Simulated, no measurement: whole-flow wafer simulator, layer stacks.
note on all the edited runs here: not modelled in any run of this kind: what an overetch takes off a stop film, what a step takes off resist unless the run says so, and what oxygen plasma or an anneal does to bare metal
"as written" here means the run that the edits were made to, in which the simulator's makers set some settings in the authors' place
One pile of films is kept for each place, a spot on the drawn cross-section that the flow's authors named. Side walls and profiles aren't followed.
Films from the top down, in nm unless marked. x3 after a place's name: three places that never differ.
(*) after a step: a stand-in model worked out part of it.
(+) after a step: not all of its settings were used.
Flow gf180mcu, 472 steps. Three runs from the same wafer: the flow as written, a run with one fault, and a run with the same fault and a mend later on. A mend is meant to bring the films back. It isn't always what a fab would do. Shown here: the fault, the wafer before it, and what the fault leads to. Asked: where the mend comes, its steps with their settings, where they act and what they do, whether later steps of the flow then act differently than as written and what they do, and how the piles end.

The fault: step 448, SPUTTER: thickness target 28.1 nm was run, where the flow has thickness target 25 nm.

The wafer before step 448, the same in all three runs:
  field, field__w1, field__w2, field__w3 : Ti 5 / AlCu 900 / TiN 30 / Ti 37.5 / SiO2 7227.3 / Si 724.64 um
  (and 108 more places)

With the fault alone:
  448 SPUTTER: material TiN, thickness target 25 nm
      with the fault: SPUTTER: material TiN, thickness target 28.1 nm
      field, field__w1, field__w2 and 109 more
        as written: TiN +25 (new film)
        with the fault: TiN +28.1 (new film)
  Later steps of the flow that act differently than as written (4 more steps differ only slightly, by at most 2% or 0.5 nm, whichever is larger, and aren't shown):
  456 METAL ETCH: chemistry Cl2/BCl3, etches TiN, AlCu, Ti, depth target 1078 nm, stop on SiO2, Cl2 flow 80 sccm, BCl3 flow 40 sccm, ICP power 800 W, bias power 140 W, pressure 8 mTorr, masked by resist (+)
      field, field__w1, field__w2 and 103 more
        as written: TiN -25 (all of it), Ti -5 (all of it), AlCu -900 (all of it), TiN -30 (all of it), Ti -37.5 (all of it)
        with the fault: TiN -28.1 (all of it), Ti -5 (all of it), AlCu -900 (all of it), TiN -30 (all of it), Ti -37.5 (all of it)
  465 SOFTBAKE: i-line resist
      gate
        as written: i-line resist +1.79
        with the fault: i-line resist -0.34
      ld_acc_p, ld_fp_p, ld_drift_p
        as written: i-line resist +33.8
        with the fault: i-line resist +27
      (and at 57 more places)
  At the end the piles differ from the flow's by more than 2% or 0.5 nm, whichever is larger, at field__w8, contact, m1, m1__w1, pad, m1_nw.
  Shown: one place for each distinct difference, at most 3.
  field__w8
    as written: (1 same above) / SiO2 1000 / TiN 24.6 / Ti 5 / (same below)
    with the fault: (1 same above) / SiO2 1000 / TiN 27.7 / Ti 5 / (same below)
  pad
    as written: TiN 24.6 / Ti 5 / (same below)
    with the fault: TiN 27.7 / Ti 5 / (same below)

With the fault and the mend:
  The mend comes after step 455.
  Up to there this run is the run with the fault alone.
  455a STRIP: chemistry O2/N2, power 2160 W, pressure 1700 mTorr (*)
      field__w8, contact, m1, m1__w1, pad, m1_nw
        resist -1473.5 (all of it)
  455b METAL ETCH: chemistry Cl2/BCl3, etches TiN, AlCu, Ti, depth target 3.1 nm, Cl2 flow 80 sccm, BCl3 flow 40 sccm, ICP power 800 W, bias power 140 W, pressure 8 mTorr (the flow's step 260 once more, with other settings)
      field, field__w1, field__w2 and 109 more
        TiN -3.1
  455c HMDS: 120 C, 60 s (the flow's step 450 once more)
      changes no film at any place that is followed
  455d COAT: resist, thickness 1500 nm (the flow's step 451 once more)
      field, field__w1, field__w2 and 109 more
        resist +1500 (new film)
  455e SOFTBAKE: resist (the flow's step 452 once more)
      changes no film at any place that is followed
  455f EXPOSE: photomask MetalTop (the flow's step 453 once more)
      changes no film at any place that is followed
  455g PEB: resist, 70.3 s (the flow's step 454 once more)
      field, field__w1, field__w2 and 109 more
        resist -26.5
  455h DEVELOP: thickness 1500 nm, 60 s (the flow's step 455 once more)
      field, field__w1, field__w2 and 103 more
        resist -1473.5 (all of it)
  No later step of the flow acts differently than as written at any place that is followed.
  At the end the piles are the same as the flow's at every place that both follow.
